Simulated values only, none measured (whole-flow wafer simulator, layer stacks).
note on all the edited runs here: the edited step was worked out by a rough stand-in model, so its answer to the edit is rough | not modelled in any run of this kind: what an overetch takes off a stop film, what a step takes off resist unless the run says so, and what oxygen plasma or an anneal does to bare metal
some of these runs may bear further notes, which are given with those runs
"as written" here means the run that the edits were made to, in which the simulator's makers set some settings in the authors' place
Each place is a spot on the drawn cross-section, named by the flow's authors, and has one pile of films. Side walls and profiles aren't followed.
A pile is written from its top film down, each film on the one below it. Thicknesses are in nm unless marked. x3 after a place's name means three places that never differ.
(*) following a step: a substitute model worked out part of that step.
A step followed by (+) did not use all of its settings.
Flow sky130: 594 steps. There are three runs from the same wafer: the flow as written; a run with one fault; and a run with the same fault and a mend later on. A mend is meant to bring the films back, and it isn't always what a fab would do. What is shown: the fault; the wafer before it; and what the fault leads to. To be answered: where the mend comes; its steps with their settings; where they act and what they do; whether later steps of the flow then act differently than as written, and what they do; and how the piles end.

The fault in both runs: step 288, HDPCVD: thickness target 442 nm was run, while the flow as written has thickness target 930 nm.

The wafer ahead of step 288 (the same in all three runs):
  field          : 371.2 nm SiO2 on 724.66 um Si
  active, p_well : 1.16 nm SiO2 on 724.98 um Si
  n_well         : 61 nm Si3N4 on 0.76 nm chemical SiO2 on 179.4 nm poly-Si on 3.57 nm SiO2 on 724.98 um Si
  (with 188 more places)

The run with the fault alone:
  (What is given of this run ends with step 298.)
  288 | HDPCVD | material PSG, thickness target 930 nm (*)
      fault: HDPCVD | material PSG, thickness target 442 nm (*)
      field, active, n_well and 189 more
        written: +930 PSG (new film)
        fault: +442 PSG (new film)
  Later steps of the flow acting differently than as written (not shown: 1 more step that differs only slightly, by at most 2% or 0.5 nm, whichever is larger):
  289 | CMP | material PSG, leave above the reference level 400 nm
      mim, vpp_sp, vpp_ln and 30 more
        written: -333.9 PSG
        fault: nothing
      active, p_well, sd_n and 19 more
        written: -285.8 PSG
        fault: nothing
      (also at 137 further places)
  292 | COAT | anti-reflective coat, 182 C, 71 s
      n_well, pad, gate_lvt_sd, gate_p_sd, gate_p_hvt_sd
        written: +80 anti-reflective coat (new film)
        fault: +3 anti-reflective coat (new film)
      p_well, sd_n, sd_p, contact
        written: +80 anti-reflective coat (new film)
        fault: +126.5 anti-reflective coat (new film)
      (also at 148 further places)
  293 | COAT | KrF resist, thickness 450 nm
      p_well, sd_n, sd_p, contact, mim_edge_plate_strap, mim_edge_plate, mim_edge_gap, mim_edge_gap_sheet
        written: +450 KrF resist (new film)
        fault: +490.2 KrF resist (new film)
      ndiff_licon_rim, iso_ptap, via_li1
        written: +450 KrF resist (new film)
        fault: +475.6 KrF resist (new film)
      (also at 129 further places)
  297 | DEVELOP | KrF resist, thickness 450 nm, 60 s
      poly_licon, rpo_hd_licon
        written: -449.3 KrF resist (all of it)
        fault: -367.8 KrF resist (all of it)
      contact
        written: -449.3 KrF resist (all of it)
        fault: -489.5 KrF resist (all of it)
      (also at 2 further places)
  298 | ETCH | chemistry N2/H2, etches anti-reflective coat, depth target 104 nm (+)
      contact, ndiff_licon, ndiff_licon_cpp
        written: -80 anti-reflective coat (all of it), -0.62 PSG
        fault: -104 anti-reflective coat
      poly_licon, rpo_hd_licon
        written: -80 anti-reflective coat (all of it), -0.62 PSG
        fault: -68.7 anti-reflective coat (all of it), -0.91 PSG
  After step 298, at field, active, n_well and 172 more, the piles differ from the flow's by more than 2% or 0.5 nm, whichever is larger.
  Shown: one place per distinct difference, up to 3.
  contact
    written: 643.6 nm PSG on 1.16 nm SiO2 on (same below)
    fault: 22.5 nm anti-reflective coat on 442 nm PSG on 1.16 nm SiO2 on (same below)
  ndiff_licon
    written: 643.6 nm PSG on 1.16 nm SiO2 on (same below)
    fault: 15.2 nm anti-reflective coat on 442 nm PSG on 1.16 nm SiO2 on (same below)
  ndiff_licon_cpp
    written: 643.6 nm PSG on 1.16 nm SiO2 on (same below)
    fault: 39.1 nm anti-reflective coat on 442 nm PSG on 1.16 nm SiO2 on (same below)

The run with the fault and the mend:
  After step 288 comes the mend.
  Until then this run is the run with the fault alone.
  288a | HDPCVD | material PSG, thickness target 488 nm (*) (a further turn of the flow's step 288, with different settings)
      field, active, n_well and 189 more
        +488 PSG
  Later steps of the flow that are run all act as written at every place that is followed, up to a difference of at most 2% or 0.5 nm, whichever is larger.
  The piles end only slightly different from the flow's at the places that both follow, by no more than 2% or 0.5 nm, whichever is larger.
